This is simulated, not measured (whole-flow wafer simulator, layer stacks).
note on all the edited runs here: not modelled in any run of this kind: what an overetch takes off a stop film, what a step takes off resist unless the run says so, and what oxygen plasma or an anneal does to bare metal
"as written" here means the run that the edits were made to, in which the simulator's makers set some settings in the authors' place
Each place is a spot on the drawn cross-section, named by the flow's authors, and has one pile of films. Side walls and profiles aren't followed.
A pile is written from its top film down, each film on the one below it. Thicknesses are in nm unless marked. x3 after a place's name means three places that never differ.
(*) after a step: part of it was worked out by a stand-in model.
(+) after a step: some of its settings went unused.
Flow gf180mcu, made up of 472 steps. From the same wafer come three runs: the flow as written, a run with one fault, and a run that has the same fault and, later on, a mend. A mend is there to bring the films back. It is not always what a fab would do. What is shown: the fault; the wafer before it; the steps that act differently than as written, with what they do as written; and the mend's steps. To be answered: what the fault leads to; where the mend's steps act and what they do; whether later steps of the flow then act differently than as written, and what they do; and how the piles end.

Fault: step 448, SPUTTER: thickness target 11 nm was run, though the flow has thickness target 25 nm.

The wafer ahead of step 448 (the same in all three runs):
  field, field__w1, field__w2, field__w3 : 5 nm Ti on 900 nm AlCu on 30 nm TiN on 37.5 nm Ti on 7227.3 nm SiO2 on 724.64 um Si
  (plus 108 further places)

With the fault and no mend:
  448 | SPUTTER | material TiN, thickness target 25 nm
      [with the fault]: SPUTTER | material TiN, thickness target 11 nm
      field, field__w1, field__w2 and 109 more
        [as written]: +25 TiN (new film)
        [with the fault]: +11 TiN (new film)
  Later steps of the flow acting differently than as written (4 other steps are not shown; they differ only slightly, by no more than 2% or 0.5 nm, whichever is larger):
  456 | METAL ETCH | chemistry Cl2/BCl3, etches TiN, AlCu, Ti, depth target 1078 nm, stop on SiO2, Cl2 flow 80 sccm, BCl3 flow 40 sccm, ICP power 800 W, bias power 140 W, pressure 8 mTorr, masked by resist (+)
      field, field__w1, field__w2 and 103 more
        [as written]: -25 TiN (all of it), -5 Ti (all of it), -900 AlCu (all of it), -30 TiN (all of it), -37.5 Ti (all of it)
        [with the fault]: -11 TiN (all of it), -5 Ti (all of it), -900 AlCu (all of it), -30 TiN (all of it), -37.5 Ti (all of it)
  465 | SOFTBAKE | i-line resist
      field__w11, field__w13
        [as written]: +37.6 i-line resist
        [with the fault]: +36.8 i-line resist
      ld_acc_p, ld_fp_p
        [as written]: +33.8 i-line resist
        [with the fault]: +33.1 i-line resist
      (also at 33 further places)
  The piles end different from the flow's at field__w8, contact, m1, m1__w1, pad, m1_nw by more than 2% or 0.5 nm, whichever is larger.
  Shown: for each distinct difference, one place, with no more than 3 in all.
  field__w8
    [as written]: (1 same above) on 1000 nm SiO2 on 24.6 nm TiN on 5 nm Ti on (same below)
    [with the fault]: (1 same above) on 1000 nm SiO2 on 10.6 nm TiN on 5 nm Ti on (same below)
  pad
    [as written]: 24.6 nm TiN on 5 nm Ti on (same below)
    [with the fault]: 10.6 nm TiN on 5 nm Ti on (same below)

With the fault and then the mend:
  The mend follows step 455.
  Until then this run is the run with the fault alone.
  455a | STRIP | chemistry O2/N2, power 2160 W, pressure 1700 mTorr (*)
      field__w8, contact, m1, m1__w1, pad, m1_nw
        -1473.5 resist (all of it)
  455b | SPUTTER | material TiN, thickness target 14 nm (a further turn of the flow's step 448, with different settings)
      field, field__w1, field__w2 and 109 more
        +14 TiN
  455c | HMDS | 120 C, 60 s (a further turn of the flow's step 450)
      does not change any film at any place that is followed
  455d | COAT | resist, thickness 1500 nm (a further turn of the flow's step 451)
      field, field__w1, field__w2 and 109 more
        +1500 resist (new film)
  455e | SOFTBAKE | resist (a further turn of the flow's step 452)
      does not change any film at any place that is followed
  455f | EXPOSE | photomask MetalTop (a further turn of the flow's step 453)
      does not change any film at any place that is followed
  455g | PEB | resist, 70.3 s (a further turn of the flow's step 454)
      field, field__w1, field__w2 and 109 more
        -26.5 resist
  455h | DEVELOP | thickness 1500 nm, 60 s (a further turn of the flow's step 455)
      field, field__w1, field__w2 and 103 more
        -1473.5 resist (all of it)
  Every later step of the flow that is run acts as written at every place that is followed.
  By the end, the piles equal the flow's at every place that both follow.
